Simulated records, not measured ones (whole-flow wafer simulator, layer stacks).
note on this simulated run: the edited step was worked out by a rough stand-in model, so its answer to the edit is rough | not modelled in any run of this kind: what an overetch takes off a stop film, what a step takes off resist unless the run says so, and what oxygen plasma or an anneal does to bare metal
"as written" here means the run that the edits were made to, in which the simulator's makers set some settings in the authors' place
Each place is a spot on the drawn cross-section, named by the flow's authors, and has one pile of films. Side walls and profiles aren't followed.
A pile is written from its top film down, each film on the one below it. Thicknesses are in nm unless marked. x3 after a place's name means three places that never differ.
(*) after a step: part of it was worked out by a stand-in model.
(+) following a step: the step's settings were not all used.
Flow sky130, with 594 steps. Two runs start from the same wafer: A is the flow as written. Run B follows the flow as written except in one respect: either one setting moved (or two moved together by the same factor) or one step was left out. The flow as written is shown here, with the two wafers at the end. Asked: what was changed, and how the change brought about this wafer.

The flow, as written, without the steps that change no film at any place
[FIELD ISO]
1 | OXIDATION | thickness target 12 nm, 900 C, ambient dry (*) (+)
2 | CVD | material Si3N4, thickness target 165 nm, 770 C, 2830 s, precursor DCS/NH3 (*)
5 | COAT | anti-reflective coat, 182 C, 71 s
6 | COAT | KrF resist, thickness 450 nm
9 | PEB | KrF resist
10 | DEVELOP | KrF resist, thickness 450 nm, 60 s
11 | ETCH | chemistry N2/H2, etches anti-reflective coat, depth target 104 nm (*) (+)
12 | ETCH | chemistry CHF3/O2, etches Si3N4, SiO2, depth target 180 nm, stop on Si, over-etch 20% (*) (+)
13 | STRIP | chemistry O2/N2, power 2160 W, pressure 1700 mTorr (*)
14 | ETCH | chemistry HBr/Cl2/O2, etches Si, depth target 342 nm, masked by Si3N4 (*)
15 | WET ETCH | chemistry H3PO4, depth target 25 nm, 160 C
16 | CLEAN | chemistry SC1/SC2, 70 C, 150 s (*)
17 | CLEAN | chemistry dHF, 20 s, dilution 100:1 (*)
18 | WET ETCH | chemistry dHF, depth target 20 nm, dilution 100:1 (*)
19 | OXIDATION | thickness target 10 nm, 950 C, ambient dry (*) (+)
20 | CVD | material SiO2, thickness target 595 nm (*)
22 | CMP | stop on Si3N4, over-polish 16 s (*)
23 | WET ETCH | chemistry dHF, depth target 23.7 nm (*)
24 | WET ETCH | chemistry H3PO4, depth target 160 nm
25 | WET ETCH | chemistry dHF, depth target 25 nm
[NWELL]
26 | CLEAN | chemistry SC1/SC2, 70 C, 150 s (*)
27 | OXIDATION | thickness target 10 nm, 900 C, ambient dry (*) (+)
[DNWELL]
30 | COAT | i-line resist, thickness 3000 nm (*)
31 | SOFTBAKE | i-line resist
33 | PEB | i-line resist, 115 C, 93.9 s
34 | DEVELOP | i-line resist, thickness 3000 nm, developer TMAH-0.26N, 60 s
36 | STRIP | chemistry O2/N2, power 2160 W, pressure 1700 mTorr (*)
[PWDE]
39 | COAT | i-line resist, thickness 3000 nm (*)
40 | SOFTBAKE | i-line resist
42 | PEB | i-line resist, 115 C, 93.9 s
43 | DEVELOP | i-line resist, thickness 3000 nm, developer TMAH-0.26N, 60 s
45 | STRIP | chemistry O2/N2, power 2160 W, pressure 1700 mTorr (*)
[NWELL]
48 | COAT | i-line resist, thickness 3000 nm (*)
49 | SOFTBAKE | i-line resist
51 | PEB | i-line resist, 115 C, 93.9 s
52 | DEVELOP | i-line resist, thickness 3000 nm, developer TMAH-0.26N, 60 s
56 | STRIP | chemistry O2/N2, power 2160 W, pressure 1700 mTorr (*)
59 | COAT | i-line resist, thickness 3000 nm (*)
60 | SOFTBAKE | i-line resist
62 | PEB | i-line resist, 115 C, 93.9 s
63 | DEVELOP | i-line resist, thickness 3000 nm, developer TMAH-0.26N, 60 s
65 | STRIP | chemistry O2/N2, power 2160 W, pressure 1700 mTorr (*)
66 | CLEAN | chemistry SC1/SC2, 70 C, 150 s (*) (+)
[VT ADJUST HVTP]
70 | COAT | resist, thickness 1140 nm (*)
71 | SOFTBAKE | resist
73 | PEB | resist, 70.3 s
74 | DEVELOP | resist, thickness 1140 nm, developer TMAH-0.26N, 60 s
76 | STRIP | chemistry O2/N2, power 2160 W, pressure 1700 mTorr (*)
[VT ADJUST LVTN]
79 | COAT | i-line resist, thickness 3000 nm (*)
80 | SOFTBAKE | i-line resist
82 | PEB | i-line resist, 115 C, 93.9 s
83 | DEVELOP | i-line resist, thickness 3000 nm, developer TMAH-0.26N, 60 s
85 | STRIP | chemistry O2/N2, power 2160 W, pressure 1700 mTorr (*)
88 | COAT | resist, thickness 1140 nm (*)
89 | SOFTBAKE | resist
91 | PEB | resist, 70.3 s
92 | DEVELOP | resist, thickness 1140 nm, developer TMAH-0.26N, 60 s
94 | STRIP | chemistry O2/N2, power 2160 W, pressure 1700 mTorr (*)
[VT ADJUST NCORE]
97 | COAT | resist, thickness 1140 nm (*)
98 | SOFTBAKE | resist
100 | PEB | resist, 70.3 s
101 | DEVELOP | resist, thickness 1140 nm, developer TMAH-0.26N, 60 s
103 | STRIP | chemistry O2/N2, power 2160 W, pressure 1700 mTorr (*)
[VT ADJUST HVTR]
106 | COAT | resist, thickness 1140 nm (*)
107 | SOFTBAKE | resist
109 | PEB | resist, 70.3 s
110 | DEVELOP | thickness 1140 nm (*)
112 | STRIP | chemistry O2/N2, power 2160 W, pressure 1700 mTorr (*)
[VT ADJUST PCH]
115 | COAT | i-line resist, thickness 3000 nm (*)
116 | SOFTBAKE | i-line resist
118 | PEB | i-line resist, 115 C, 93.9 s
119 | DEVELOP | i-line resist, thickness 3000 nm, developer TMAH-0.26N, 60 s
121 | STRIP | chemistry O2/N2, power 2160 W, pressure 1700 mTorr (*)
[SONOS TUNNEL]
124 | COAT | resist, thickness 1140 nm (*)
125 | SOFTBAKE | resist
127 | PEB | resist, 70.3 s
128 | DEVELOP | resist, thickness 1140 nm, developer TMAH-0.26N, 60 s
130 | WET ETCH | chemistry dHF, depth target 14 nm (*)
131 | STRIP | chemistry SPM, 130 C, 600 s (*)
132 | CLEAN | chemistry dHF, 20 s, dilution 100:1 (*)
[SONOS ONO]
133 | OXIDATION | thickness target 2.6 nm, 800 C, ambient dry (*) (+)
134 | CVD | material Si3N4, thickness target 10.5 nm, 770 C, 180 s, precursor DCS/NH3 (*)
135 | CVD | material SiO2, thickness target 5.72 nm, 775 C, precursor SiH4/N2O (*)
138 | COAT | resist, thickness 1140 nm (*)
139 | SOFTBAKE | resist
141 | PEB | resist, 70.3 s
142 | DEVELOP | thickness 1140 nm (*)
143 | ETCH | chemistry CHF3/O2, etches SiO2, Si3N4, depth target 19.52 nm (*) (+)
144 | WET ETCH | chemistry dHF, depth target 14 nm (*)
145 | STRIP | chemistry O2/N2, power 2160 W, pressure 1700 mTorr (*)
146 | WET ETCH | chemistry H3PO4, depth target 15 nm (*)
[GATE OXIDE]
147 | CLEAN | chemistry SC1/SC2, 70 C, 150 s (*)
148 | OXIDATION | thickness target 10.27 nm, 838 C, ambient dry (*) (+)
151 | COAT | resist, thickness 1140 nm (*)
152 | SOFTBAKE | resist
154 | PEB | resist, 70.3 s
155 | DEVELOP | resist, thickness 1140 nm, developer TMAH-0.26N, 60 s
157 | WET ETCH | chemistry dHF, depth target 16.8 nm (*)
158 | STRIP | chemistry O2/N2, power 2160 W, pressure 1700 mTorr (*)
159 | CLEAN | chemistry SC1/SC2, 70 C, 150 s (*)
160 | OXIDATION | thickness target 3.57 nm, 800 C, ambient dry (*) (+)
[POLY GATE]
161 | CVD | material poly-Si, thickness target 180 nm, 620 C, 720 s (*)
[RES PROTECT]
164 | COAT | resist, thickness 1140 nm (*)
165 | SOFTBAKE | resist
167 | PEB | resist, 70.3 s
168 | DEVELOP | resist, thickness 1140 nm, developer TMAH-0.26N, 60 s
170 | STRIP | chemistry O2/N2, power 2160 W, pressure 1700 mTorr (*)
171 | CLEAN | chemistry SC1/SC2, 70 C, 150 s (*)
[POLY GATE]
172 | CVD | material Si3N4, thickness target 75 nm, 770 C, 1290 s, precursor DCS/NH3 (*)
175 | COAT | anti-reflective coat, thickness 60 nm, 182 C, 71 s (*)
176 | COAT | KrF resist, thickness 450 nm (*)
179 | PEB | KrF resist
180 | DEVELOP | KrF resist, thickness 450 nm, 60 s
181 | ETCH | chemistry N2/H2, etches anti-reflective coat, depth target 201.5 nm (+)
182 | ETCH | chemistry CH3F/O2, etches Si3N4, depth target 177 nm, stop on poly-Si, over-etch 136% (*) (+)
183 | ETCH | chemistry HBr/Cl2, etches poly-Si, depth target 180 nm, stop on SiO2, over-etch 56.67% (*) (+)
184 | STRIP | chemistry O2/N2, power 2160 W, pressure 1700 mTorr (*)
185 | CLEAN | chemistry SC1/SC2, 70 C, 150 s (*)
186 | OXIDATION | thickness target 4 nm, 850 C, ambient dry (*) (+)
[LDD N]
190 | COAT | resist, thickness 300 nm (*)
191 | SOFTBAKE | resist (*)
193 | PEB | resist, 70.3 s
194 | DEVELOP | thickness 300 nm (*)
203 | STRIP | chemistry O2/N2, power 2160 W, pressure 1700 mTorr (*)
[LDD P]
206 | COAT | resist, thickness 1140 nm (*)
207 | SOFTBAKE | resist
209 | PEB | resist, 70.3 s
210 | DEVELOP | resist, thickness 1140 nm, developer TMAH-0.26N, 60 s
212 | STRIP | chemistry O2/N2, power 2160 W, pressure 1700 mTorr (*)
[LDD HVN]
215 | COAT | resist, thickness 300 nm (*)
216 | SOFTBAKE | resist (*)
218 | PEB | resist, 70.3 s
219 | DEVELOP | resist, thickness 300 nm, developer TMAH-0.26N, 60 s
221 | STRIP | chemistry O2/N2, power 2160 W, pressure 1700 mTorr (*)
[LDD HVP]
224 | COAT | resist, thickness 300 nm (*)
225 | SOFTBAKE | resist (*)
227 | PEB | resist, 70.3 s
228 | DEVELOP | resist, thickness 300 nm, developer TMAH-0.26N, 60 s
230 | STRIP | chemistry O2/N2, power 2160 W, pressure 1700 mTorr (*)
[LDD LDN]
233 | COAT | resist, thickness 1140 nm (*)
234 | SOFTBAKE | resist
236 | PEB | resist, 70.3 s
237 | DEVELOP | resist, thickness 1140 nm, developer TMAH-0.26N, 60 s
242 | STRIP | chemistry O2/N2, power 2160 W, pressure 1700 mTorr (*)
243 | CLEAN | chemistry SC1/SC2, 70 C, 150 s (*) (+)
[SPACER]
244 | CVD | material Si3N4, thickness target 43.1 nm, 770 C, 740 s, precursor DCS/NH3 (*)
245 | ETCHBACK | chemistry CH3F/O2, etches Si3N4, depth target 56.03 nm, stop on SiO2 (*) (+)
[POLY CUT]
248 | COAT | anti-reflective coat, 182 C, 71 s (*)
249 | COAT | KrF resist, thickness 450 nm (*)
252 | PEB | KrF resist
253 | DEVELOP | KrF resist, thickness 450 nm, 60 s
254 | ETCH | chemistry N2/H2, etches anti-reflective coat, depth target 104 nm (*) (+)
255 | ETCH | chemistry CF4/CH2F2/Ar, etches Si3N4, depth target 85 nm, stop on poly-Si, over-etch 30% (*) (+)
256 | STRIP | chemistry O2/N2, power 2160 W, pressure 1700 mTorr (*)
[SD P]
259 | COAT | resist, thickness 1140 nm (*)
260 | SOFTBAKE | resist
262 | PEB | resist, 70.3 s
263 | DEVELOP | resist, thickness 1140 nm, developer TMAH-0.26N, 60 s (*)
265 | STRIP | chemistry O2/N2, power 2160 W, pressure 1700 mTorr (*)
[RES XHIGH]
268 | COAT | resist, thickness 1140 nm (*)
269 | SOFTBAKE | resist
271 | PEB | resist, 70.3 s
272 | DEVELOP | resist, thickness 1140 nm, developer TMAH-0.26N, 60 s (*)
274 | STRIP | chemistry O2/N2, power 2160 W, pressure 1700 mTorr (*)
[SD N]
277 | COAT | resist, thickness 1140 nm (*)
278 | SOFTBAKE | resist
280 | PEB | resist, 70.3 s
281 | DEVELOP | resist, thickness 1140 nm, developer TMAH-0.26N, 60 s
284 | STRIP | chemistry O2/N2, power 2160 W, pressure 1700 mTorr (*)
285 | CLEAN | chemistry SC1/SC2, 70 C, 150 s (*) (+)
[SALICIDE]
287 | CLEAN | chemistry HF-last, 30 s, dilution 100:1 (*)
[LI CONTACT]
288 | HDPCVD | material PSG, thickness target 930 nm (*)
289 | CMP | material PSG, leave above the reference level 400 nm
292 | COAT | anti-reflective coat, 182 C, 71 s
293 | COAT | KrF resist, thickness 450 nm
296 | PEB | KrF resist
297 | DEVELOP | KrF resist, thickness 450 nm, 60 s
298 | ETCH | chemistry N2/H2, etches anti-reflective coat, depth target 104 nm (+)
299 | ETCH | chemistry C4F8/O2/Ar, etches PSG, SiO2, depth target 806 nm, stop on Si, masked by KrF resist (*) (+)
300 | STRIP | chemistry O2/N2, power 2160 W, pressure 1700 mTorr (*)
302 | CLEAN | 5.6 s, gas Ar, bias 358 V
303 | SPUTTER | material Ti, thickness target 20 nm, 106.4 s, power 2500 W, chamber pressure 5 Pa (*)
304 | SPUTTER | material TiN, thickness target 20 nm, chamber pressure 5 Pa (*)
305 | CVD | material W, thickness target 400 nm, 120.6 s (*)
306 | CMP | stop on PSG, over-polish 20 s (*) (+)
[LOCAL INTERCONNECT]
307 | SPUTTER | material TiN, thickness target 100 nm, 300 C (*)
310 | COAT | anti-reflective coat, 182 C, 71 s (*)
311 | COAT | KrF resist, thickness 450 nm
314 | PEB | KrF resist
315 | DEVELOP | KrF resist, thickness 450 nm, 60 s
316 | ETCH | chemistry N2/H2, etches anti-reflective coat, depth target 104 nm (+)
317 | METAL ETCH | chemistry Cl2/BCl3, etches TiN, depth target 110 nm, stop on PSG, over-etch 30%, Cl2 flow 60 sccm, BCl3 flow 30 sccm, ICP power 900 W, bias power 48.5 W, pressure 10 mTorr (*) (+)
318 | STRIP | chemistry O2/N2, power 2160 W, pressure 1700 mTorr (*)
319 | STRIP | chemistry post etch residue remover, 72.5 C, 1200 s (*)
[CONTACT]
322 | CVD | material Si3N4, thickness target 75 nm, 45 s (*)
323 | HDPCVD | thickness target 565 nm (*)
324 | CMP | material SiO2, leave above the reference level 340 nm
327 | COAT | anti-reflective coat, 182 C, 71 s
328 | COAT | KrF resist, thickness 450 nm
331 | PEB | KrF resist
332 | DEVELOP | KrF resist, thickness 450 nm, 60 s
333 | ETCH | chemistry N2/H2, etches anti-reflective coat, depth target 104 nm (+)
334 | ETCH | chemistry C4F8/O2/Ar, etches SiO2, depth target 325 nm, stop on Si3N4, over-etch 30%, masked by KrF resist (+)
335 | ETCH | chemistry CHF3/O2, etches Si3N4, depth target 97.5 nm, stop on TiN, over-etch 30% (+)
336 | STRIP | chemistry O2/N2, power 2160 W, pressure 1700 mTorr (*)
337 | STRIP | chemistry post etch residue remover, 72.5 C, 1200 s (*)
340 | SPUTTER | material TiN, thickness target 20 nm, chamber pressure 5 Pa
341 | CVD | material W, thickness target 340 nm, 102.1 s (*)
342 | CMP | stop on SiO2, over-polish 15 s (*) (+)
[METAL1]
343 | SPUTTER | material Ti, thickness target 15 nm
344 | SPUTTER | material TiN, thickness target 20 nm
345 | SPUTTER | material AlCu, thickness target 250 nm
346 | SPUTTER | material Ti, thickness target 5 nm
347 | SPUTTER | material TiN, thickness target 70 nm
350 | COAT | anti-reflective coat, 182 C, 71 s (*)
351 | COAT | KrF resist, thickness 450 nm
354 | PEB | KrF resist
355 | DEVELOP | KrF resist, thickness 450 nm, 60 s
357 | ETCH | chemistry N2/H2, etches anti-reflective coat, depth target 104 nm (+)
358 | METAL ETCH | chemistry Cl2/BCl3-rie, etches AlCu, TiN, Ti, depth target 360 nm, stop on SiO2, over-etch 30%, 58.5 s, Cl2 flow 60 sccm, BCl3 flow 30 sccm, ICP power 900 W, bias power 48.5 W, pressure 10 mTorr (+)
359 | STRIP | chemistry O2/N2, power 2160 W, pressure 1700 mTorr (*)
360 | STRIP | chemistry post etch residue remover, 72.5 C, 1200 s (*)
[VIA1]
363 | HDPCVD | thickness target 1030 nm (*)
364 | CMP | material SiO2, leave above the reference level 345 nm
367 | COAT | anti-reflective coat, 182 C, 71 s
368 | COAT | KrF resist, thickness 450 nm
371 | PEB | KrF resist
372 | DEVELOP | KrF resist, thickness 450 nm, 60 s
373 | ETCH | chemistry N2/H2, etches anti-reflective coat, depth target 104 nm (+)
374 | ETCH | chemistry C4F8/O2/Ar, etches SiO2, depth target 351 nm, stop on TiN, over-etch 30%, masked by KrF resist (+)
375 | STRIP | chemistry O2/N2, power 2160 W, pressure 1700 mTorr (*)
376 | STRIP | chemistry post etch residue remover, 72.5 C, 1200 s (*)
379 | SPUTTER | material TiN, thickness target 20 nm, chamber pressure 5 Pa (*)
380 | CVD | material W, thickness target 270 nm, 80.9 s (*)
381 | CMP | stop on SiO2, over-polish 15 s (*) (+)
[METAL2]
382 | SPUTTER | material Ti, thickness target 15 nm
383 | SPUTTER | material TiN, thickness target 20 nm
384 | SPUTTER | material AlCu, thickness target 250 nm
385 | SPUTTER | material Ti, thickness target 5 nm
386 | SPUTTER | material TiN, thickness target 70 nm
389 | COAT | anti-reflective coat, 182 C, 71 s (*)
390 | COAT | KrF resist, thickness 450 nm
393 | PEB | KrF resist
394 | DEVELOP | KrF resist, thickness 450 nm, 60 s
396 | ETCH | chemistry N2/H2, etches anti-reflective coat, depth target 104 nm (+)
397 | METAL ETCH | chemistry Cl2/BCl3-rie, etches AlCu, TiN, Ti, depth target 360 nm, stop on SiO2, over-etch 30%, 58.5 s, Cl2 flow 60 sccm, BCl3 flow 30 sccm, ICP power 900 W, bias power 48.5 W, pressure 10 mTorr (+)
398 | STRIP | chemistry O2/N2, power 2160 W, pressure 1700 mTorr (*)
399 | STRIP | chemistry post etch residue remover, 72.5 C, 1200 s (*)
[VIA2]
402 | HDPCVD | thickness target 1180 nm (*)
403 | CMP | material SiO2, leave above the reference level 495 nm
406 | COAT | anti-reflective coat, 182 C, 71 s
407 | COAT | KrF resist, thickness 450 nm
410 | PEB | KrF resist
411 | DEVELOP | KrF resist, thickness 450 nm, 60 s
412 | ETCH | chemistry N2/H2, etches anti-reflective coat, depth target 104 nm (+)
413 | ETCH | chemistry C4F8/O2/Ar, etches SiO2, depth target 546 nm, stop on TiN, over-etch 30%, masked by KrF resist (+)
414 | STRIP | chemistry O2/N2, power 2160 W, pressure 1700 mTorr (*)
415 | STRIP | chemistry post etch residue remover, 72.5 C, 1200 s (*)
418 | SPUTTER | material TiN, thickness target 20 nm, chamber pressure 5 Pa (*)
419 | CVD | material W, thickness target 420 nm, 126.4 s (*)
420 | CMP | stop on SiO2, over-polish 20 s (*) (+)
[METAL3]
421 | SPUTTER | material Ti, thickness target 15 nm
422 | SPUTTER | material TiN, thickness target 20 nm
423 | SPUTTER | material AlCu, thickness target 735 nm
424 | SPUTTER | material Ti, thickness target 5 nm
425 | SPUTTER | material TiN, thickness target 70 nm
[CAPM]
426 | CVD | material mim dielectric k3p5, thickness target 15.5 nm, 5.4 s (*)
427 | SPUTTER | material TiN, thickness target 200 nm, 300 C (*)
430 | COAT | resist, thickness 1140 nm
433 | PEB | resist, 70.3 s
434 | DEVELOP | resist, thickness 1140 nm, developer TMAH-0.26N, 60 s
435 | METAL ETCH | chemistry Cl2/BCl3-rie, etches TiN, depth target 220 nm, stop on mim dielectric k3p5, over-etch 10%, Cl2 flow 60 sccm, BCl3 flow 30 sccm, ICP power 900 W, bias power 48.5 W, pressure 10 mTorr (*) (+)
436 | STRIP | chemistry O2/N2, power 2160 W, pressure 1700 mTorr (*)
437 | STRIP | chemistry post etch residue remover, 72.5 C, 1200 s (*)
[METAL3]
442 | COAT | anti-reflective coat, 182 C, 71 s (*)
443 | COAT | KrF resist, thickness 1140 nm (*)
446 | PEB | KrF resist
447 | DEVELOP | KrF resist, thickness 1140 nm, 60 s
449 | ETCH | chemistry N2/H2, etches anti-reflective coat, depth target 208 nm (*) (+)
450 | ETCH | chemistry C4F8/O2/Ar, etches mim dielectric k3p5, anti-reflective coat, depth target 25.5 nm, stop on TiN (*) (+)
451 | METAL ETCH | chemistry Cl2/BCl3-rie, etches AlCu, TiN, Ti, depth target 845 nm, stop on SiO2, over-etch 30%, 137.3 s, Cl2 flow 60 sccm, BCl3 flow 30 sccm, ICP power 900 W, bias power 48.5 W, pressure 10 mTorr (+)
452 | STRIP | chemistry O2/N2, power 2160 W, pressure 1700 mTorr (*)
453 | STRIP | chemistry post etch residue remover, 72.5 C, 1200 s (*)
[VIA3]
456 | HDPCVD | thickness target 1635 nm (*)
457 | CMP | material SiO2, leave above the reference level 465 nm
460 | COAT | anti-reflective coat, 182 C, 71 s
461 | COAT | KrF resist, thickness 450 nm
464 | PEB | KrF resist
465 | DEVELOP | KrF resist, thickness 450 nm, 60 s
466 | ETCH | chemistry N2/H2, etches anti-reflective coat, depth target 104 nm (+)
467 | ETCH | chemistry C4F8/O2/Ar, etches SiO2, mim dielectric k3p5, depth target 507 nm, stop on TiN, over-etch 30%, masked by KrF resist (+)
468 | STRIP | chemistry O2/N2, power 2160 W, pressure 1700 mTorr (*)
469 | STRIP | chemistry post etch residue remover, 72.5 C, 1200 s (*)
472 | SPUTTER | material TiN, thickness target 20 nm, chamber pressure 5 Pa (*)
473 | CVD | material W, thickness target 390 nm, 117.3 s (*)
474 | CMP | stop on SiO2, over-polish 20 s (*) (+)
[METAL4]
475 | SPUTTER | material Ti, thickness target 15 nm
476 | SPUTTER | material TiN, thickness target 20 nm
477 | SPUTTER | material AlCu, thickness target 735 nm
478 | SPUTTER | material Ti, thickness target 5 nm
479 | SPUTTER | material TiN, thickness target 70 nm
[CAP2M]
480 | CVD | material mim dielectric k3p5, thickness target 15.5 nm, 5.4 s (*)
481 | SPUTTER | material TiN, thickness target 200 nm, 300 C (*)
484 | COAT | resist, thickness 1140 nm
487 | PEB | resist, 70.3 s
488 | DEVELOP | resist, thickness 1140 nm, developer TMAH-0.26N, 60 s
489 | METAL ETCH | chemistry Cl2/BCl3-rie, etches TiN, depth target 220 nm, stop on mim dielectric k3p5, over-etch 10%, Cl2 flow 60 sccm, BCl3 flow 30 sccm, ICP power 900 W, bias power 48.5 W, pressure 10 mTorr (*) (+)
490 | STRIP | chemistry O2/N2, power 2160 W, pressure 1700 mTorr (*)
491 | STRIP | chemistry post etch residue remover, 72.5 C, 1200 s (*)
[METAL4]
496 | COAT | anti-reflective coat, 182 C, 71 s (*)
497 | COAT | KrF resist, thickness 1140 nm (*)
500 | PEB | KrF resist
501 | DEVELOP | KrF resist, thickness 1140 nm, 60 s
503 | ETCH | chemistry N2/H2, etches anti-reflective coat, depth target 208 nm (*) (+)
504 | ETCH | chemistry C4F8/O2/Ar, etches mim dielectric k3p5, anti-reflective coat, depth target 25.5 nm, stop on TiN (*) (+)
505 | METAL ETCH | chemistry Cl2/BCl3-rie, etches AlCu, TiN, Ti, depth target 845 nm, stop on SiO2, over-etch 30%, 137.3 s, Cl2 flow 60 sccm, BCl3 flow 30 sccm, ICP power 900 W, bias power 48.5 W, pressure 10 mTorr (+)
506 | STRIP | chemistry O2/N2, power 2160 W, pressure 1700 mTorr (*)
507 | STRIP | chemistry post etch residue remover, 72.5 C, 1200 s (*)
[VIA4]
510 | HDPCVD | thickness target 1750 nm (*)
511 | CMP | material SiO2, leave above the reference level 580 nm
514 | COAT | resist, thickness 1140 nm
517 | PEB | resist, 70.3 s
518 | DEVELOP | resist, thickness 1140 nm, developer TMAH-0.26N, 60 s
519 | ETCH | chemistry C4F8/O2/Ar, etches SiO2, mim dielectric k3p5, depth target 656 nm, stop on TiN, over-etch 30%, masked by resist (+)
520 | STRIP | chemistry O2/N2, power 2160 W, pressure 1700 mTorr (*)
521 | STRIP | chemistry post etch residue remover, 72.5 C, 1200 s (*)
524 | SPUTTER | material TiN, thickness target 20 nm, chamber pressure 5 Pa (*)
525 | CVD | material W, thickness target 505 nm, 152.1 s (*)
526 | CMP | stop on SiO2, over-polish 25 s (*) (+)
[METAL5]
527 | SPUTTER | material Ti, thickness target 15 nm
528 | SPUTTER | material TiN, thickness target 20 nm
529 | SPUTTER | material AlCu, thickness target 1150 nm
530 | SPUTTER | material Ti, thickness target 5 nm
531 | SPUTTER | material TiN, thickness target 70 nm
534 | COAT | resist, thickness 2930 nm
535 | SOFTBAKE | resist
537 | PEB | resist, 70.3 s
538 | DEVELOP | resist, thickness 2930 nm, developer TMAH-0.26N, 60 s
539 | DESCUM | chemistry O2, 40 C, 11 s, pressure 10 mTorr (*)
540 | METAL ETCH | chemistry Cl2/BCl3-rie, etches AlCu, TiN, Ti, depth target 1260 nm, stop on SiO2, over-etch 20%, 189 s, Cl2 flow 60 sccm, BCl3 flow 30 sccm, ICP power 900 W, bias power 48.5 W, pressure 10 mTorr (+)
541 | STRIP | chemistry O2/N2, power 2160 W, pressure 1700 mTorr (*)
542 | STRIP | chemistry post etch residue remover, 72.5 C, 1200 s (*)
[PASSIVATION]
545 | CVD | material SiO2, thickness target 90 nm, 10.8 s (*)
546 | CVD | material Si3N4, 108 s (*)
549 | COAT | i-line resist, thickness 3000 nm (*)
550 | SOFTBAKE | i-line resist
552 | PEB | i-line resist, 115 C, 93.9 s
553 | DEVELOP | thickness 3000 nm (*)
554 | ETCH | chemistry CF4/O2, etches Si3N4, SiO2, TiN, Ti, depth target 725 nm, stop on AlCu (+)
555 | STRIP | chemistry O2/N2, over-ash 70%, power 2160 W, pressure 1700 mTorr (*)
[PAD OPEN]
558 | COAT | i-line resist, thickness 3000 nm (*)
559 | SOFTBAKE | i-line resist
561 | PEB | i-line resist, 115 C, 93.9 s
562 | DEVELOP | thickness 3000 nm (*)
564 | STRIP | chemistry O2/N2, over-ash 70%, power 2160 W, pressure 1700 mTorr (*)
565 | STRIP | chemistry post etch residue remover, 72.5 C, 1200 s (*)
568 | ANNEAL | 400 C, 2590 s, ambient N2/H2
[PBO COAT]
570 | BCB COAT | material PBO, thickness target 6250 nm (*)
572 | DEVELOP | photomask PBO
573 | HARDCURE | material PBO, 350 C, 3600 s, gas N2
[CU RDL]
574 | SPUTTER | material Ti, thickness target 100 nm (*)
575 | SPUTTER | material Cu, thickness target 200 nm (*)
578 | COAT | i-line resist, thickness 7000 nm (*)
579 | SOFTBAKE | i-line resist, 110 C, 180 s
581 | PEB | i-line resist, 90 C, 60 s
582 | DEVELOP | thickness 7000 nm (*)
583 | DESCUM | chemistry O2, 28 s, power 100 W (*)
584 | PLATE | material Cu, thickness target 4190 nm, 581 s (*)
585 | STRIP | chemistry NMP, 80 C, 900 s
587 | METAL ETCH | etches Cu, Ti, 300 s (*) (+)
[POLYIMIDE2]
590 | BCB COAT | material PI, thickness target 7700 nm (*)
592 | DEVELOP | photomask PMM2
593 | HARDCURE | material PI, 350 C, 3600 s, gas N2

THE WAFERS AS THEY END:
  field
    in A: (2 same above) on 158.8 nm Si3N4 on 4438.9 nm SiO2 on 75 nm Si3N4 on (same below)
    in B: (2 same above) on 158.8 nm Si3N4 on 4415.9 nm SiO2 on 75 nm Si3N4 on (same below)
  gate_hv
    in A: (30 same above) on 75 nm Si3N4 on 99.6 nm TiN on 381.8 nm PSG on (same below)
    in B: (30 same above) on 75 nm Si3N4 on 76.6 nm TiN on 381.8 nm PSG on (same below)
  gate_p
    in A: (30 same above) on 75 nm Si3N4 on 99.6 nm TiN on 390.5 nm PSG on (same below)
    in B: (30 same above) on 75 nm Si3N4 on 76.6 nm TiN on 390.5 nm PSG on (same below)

The reason: step 307, SPUTTER: thickness target 77 nm was run, though the flow has thickness target 100 nm.

Step by step, how the change led to this:
  307 | SPUTTER | material TiN, thickness target 100 nm, 300 C (*)
      field, active, n_well and 188 more: A +100 TiN (new film) | B +77 TiN (new film)
  317 | METAL ETCH | chemistry Cl2/BCl3, etches TiN, depth target 110 nm, stop on PSG, over-etch 30%, Cl2 flow 60 sccm, BCl3 flow 30 sccm, ICP power 900 W, bias power 48.5 W, pressure 10 mTorr (*) (+)
      n_well, p_well, gate_hv and 97 more: A -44 KrF resist | B -39.3 KrF resist
      field, active, gate and 88 more: A -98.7 TiN (all of it) | B -75.7 TiN (all of it)
  324 | CMP | material SiO2, leave above the reference level 340 nm
      field, active, gate and 88 more: A -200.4 SiO2 | B -223.4 SiO2
